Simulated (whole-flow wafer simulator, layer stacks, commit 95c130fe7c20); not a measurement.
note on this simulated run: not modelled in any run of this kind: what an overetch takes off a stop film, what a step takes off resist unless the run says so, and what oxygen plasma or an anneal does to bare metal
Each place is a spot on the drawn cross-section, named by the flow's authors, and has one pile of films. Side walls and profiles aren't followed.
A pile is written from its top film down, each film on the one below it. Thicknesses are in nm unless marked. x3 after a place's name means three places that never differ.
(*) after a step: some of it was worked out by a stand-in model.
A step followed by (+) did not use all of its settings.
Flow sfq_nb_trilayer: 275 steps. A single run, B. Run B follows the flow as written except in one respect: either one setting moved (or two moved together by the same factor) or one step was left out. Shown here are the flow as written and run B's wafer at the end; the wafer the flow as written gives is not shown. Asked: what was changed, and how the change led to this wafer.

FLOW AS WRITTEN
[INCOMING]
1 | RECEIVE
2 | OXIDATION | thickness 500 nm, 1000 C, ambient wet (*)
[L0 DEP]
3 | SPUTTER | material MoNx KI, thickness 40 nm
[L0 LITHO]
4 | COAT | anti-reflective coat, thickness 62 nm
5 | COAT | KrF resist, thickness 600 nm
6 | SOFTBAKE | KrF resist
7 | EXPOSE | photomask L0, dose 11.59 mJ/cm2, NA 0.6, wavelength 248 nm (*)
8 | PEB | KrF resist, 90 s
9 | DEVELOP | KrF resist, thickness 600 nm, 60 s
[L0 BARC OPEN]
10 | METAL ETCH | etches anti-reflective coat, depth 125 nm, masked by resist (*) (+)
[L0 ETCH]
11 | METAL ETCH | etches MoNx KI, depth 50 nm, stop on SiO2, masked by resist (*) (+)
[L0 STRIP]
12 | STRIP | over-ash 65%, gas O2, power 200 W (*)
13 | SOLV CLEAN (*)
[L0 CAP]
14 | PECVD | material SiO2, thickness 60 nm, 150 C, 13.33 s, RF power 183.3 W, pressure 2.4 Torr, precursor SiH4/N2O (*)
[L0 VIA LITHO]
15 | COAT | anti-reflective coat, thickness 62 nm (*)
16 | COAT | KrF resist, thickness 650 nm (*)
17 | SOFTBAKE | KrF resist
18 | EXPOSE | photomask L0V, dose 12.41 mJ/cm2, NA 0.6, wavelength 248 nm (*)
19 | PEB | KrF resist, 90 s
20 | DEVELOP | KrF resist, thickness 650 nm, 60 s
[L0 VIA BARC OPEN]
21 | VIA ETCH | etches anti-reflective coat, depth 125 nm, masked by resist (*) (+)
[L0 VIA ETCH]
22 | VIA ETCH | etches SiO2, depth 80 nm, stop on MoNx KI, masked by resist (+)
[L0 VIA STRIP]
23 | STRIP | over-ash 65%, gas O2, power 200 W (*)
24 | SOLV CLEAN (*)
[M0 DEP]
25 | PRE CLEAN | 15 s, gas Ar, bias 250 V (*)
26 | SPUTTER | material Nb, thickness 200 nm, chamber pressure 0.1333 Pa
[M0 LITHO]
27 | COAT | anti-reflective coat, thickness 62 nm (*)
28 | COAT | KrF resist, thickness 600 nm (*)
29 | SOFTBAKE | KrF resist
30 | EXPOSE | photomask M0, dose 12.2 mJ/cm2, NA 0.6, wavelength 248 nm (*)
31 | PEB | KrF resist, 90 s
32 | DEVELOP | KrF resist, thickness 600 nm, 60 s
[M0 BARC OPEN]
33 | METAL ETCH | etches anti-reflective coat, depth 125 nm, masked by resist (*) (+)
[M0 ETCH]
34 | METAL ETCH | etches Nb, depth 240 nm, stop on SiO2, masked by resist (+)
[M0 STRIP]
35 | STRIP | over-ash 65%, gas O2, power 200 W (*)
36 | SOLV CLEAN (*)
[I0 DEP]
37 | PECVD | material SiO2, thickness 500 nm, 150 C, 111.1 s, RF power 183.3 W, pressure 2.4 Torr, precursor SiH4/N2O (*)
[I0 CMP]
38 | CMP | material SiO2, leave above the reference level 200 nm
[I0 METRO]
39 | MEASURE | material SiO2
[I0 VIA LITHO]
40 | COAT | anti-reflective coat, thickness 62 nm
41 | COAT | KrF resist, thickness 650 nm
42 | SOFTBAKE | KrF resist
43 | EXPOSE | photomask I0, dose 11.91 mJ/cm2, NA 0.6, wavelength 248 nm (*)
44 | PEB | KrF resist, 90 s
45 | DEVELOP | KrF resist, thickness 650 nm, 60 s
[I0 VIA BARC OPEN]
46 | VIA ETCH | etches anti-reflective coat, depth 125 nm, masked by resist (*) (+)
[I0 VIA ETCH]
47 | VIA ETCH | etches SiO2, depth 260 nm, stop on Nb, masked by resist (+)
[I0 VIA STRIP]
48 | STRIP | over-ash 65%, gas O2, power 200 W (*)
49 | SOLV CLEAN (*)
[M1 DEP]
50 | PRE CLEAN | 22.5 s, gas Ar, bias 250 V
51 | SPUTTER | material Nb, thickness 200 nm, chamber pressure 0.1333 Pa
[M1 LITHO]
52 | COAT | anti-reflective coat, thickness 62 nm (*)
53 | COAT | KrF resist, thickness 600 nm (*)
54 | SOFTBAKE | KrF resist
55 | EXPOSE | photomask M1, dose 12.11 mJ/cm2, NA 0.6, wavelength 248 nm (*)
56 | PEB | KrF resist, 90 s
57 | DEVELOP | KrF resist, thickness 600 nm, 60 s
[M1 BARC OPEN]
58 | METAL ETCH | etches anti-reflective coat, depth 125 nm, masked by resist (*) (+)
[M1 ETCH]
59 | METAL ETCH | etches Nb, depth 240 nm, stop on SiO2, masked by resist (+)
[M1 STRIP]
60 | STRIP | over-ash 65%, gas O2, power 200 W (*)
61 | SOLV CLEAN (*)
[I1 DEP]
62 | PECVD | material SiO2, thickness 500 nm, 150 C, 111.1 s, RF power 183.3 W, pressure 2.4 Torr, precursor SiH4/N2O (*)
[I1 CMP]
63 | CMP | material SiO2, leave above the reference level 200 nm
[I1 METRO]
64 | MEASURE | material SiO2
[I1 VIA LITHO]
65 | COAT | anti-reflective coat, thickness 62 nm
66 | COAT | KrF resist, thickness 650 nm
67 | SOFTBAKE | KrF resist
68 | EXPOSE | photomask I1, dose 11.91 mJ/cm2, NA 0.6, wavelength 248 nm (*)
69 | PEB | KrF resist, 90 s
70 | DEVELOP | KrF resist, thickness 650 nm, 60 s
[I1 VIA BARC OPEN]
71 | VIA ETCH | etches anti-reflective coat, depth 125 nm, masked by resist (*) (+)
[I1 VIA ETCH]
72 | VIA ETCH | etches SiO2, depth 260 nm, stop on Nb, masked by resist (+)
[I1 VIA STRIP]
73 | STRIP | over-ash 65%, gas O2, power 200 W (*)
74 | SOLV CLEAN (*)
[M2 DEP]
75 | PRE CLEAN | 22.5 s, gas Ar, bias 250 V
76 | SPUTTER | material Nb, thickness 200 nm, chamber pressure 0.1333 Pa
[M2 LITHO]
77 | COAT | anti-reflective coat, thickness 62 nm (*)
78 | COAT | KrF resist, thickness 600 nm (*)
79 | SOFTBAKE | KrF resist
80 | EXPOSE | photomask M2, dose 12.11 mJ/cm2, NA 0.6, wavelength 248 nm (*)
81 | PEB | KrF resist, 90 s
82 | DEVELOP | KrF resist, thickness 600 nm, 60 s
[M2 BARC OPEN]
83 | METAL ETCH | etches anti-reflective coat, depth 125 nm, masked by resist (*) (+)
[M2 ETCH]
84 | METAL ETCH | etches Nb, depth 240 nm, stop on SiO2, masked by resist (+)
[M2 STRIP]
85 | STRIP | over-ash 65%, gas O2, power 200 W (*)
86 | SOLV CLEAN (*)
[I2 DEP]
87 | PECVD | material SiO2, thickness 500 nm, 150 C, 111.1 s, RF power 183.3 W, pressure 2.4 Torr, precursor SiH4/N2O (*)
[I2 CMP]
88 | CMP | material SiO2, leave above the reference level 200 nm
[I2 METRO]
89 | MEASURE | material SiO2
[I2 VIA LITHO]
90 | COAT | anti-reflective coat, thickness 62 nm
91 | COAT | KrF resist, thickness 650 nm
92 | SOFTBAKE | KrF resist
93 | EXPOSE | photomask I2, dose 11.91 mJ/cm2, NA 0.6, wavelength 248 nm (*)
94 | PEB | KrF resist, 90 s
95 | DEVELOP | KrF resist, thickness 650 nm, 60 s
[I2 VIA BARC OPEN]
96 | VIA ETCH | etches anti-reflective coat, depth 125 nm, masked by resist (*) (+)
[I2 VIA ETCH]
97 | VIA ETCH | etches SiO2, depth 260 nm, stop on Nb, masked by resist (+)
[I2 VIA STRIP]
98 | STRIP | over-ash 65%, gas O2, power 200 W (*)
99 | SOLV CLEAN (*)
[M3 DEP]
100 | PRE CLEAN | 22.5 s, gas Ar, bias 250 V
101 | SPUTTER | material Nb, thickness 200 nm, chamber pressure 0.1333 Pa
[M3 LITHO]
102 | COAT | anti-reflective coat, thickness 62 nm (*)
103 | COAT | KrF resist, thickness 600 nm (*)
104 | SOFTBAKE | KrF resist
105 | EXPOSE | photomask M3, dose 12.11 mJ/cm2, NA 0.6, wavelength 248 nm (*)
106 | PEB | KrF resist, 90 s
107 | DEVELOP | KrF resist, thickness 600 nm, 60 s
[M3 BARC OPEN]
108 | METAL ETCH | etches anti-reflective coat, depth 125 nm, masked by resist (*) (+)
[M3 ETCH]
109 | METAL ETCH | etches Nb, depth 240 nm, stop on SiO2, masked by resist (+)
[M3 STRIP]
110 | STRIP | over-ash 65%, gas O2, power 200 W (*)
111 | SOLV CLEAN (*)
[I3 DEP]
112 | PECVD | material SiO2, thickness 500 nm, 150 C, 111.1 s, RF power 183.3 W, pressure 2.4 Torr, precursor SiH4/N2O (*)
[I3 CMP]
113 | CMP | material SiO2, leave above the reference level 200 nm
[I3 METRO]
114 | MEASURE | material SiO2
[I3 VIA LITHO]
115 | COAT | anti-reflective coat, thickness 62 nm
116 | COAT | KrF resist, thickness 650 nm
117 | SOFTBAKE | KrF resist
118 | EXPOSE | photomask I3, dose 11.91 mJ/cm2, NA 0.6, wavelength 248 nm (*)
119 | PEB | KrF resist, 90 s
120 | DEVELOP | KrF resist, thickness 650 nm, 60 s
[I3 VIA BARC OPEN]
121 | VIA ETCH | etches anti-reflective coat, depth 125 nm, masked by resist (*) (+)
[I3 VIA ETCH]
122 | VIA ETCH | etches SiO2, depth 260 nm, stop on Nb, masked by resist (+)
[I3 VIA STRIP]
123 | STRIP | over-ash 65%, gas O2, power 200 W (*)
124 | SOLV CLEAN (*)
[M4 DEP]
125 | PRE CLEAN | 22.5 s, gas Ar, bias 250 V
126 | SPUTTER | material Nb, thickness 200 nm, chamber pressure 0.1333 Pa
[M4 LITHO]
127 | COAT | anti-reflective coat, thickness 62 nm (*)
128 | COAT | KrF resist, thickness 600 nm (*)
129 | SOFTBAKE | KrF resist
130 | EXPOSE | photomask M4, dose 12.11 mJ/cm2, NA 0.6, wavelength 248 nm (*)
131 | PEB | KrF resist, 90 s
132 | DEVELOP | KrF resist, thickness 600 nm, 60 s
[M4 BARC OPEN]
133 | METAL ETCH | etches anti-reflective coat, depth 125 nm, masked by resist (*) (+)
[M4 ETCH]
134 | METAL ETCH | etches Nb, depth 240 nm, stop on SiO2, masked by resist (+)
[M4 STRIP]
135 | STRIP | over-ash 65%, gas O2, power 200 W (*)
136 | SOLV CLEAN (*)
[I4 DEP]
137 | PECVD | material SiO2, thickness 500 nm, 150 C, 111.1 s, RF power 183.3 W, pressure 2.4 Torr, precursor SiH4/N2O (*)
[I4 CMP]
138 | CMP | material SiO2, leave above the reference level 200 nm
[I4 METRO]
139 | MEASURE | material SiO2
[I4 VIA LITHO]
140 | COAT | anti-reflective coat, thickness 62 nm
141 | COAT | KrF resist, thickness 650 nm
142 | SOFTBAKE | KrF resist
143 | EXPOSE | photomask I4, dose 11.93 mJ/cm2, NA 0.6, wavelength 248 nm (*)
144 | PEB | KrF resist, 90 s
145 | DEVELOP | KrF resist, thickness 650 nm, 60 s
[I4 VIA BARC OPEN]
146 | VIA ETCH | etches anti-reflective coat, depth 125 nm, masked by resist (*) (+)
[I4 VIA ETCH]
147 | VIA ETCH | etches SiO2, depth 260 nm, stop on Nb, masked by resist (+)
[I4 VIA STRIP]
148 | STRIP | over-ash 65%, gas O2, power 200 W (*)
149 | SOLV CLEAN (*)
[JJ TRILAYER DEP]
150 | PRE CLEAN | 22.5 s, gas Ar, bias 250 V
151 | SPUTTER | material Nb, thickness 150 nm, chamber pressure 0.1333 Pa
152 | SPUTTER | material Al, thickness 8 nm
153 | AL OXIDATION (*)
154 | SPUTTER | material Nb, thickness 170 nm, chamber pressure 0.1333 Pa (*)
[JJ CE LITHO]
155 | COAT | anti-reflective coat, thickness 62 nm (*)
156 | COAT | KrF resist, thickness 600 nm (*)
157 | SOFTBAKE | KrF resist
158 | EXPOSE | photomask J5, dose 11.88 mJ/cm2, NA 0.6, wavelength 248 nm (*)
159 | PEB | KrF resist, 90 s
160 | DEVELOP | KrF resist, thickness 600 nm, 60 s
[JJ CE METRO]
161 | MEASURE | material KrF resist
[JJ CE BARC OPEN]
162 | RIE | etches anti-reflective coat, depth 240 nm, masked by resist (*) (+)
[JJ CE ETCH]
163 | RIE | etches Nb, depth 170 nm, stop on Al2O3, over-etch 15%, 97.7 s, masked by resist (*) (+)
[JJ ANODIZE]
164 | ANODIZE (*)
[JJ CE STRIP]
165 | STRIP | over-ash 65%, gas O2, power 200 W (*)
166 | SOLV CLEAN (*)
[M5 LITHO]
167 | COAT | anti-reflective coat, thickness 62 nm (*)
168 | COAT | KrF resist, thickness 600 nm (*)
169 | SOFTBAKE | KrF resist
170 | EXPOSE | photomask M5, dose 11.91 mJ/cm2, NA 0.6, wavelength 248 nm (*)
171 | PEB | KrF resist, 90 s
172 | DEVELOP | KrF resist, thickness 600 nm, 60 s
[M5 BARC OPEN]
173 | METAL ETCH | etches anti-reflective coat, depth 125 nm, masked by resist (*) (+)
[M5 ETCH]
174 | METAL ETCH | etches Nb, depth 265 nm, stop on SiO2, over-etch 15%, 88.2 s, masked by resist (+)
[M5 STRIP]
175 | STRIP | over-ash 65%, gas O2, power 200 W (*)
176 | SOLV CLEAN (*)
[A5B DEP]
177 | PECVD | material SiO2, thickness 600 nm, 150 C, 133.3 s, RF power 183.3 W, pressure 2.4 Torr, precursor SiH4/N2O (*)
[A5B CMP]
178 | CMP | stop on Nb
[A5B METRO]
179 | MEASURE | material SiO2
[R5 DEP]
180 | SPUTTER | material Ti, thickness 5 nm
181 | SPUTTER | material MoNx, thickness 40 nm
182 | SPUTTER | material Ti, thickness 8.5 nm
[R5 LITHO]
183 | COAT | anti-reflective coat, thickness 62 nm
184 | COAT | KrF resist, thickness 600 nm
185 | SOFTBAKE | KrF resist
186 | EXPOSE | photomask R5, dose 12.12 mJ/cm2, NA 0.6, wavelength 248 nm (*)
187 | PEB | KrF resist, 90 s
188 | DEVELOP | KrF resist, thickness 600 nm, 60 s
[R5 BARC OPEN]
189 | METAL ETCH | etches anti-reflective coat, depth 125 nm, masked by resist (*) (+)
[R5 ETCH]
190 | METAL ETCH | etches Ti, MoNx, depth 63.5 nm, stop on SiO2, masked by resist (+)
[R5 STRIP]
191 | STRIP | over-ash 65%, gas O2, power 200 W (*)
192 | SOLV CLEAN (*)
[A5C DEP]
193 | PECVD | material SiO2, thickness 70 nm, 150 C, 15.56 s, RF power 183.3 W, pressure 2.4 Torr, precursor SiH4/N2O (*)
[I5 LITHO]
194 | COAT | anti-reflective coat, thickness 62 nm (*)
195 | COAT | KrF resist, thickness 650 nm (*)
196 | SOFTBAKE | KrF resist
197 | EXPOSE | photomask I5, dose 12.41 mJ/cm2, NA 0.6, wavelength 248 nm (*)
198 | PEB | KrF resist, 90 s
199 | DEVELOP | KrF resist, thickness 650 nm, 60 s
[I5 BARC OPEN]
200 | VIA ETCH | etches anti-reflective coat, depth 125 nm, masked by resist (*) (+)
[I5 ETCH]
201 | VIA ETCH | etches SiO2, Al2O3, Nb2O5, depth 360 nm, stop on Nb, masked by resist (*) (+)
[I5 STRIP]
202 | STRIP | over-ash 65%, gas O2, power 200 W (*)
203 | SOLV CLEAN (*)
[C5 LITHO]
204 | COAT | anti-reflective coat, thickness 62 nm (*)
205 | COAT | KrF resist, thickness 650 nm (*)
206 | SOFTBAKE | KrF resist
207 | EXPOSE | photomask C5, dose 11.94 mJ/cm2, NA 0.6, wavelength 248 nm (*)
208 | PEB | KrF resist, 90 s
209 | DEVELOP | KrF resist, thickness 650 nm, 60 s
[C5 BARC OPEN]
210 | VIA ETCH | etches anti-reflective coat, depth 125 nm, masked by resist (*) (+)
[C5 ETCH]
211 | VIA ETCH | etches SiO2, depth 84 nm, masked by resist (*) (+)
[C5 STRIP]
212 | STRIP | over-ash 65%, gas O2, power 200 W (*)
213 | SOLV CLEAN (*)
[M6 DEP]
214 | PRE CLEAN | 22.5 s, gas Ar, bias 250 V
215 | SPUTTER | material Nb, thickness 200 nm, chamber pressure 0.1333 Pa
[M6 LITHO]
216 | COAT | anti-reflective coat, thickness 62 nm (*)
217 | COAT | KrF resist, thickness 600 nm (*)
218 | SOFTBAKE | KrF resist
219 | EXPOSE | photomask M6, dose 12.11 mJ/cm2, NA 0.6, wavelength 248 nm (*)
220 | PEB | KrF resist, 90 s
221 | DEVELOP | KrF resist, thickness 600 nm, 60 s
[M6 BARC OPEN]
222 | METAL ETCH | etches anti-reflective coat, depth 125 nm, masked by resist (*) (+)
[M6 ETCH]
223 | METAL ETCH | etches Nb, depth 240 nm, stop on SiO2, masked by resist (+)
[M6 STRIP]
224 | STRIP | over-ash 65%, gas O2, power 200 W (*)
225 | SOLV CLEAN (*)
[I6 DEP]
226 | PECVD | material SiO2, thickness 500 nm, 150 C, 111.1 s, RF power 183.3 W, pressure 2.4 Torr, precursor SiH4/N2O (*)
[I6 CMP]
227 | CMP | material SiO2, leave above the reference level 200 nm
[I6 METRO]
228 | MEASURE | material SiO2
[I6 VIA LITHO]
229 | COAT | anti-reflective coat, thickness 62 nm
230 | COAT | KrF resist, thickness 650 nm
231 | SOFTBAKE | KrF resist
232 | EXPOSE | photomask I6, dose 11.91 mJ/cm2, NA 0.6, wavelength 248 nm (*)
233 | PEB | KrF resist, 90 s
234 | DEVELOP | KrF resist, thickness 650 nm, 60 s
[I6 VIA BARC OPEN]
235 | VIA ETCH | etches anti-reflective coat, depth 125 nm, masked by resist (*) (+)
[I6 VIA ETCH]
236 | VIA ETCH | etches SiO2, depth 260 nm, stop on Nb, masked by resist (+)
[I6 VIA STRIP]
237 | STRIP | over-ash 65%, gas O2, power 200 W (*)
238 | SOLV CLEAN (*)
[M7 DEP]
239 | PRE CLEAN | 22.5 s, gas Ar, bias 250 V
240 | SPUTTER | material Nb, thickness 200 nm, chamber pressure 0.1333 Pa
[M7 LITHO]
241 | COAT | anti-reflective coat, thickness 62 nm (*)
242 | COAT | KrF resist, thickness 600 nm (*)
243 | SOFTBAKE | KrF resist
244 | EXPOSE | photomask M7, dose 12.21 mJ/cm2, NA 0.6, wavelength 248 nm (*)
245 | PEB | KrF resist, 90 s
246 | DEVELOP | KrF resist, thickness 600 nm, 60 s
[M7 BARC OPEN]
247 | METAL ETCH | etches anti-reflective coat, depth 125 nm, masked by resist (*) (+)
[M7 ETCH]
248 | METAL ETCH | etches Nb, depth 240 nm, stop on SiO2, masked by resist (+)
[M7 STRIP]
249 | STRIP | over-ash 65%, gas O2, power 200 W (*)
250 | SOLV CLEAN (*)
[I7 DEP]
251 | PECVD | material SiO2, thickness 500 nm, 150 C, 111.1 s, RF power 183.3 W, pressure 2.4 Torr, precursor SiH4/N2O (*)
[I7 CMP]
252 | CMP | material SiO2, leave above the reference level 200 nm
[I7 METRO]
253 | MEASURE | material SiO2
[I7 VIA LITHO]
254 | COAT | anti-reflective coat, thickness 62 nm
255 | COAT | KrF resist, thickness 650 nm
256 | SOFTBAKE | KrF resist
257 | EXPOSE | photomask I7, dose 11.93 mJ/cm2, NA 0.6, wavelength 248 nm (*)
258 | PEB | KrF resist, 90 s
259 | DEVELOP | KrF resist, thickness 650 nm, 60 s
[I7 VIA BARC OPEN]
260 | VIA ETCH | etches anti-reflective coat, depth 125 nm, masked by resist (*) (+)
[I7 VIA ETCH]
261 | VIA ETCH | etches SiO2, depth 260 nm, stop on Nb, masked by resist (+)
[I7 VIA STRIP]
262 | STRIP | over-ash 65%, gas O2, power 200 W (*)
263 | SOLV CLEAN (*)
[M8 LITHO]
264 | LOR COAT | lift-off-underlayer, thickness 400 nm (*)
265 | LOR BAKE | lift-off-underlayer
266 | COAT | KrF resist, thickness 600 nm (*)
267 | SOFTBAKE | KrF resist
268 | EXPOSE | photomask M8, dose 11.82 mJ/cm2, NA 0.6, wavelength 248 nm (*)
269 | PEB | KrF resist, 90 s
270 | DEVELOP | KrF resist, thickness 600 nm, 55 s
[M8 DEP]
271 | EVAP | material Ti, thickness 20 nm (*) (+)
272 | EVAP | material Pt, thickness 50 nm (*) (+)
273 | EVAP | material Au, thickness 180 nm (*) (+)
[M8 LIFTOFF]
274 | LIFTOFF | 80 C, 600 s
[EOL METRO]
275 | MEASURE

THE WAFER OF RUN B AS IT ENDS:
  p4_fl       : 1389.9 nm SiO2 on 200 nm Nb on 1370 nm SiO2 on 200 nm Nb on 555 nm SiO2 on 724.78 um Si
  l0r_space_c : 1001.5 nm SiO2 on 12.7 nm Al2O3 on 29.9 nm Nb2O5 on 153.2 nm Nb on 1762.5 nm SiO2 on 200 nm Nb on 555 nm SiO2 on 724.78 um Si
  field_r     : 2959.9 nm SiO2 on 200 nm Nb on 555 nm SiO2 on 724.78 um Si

The reason: step 151, SPUTTER: thickness 164 nm was run, whereas the flow has thickness 150 nm.

Step by step, how the change led to this:
  151 | SPUTTER | material Nb, thickness 150 nm, chamber pressure 0.1333 Pa
      field_l, v_sur, via_sp and 100 more: Nb gains 164 (new film) (as written it would have been: Nb gains 150 (new film))
      via_wl, via_w, via_wr: Nb gains 142.7 (as written it would have been: Nb gains 130.4)
  174 | METAL ETCH | etches Nb, depth 265 nm, stop on SiO2, over-etch 15%, 88.2 s, masked by resist (+)
      field_l, r_sur, res and 50 more: Al2O3 loses 12.6 (all of it), Nb2O5 loses 29.9 (all of it), Nb loses 153.2 (all of it), SiO2 loses 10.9 (as written it would have been: Al2O3 loses 12.6 (all of it), Nb2O5 loses 29.9 (all of it), Nb loses 139.2 (all of it), SiO2 loses 12.3)
  178 | CMP | stop on Nb
      field_l, p4_fl, p4_fm and 39 more: SiO2 loses 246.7 (as written it would have been: SiO2 loses 259.3)
      r_sur, res, r_end, moat, field_r, lsp_l: SiO2 loses 239.2 (as written it would have been: SiO2 loses 252.3)
      (and at 5 other places as well)
